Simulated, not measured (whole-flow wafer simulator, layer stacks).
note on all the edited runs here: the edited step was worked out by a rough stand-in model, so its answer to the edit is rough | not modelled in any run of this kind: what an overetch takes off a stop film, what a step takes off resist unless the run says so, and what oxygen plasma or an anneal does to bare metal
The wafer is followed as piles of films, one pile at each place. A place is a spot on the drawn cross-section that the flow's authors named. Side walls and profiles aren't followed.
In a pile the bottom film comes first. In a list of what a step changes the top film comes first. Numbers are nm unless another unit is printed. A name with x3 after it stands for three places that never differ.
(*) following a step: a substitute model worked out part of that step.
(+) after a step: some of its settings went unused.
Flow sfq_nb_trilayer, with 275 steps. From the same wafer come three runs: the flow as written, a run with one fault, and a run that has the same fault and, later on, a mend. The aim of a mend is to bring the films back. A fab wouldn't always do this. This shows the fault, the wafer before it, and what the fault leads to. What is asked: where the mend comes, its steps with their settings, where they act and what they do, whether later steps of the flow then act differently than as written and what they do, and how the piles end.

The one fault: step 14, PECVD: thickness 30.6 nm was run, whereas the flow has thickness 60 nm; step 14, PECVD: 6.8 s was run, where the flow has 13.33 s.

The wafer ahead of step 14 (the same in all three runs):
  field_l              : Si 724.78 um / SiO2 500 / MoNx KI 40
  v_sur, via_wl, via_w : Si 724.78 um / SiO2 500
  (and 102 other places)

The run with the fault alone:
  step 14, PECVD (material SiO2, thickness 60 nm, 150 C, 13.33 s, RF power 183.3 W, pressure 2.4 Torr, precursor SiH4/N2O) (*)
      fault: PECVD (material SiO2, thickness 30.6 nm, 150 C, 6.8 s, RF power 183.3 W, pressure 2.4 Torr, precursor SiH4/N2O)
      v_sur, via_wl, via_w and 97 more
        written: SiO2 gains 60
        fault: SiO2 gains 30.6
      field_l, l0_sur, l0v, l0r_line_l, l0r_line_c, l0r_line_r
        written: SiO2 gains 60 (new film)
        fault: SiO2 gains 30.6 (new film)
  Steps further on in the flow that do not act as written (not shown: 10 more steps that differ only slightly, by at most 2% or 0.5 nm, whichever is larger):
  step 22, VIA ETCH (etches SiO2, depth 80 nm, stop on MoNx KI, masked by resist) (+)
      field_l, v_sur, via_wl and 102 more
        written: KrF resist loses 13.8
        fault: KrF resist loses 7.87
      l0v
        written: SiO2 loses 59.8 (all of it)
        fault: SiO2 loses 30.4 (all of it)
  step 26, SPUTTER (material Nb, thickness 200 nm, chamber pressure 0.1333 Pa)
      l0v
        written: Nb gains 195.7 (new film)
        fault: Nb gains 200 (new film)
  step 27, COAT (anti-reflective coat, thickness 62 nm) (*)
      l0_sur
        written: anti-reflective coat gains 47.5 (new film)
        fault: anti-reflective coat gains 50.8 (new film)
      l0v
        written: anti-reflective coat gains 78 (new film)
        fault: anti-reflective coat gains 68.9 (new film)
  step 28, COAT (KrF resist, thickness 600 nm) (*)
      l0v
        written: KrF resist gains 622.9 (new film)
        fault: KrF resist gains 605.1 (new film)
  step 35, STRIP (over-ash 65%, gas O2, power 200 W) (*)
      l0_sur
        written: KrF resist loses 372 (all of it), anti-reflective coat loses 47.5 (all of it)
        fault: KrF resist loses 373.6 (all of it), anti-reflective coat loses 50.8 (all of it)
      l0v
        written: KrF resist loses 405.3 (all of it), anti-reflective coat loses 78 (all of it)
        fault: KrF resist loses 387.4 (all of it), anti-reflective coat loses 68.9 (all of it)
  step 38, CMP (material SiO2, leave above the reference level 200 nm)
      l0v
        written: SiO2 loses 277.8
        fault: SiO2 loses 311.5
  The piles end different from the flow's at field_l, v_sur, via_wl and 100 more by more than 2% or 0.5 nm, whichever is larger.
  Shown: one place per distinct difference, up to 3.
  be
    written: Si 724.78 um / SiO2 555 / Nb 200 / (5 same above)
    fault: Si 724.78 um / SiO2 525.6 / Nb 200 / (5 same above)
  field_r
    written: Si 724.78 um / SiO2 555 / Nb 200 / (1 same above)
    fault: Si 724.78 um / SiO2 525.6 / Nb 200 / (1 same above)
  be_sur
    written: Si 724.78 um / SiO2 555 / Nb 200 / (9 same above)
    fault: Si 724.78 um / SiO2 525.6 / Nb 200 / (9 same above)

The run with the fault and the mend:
  The mend stands after step 20.
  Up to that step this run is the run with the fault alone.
  step 20a, STRIP (over-ash 65%, gas O2, power 200 W) (*)
      p4_fl x3, p4_w1 x9, p4_g1 x2 and 59 more
        KrF resist loses 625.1 (all of it), anti-reflective coat loses 62 (all of it)
      jj_sur, ce_l, c5j, ce_r, sp_r, be_r, r_sur
        KrF resist loses 632 (all of it), anti-reflective coat loses 63.7 (all of it)
      gap, res, r_end
        KrF resist loses 632.1 (all of it), anti-reflective coat loses 63.7 (all of it)
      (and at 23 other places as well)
  step 20b, PECVD (material SiO2, thickness 29.4 nm, 150 C, 6.533 s, RF power 183.3 W, pressure 2.4 Torr, precursor SiH4/N2O) (the flow's step 14, run once more with other settings)
      field_l, v_sur, via_wl and 103 more
        SiO2 gains 29.4
  step 20c, COAT (anti-reflective coat, thickness 62 nm) (*) (the flow's step 15, run once more)
      p4_fl x3, p4_w1 x9, p4_g1 x2 and 59 more
        anti-reflective coat gains 62 (new film)
      be_sur, gap, jj_sur and 8 more
        anti-reflective coat gains 63.7 (new film)
      wire, be, moat, field_r, lsp_l
        anti-reflective coat gains 63.8 (new film)
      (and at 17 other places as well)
  step 20d, COAT (KrF resist, thickness 650 nm) (*) (the flow's step 16, run once more)
      p4_fl x3, p4_w1 x9, p4_g1 x2 and 59 more
        KrF resist gains 650 (new film)
      jj_sur, ce_l, c5j, ce_r, sp_r, be_r, r_sur
        KrF resist gains 656.9 (new film)
      v_sur, via_wr
        KrF resist gains 659.5 (new film)
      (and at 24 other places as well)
  step 20e, SOFTBAKE (KrF resist) (the flow's step 17, run once more)
      leaves every film unchanged at each place that is followed
  step 20f, EXPOSE (photomask L0V, dose 12.41 mJ/cm2, NA 0.6, wavelength 248 nm) (*) (the flow's step 18, run once more)
      leaves every film unchanged at each place that is followed
  step 20g, PEB (KrF resist, 90 s) (the flow's step 19, run once more)
      p4_fl x3, p4_w1 x9, p4_g1 x2 and 59 more
        KrF resist loses 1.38
      via_v, wire, be and 15 more
        KrF resist loses 1.39
      v_sur, via_w, via_wr, via_sp, lsp_m, ln_m6, lsp_r
        KrF resist loses 1.4
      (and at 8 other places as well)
  step 20h, DEVELOP (KrF resist, thickness 650 nm, 60 s) (the flow's step 20, run once more)
      field_l, v_sur, via_wl and 102 more
        KrF resist loses 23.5
      l0v
        KrF resist loses 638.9 (all of it)
  Later steps of the flow that are run all act as written at every place that is followed, up to a difference of at most 2% or 0.5 nm, whichever is larger.
  At every place that both follow, the piles at the end match the flow's.
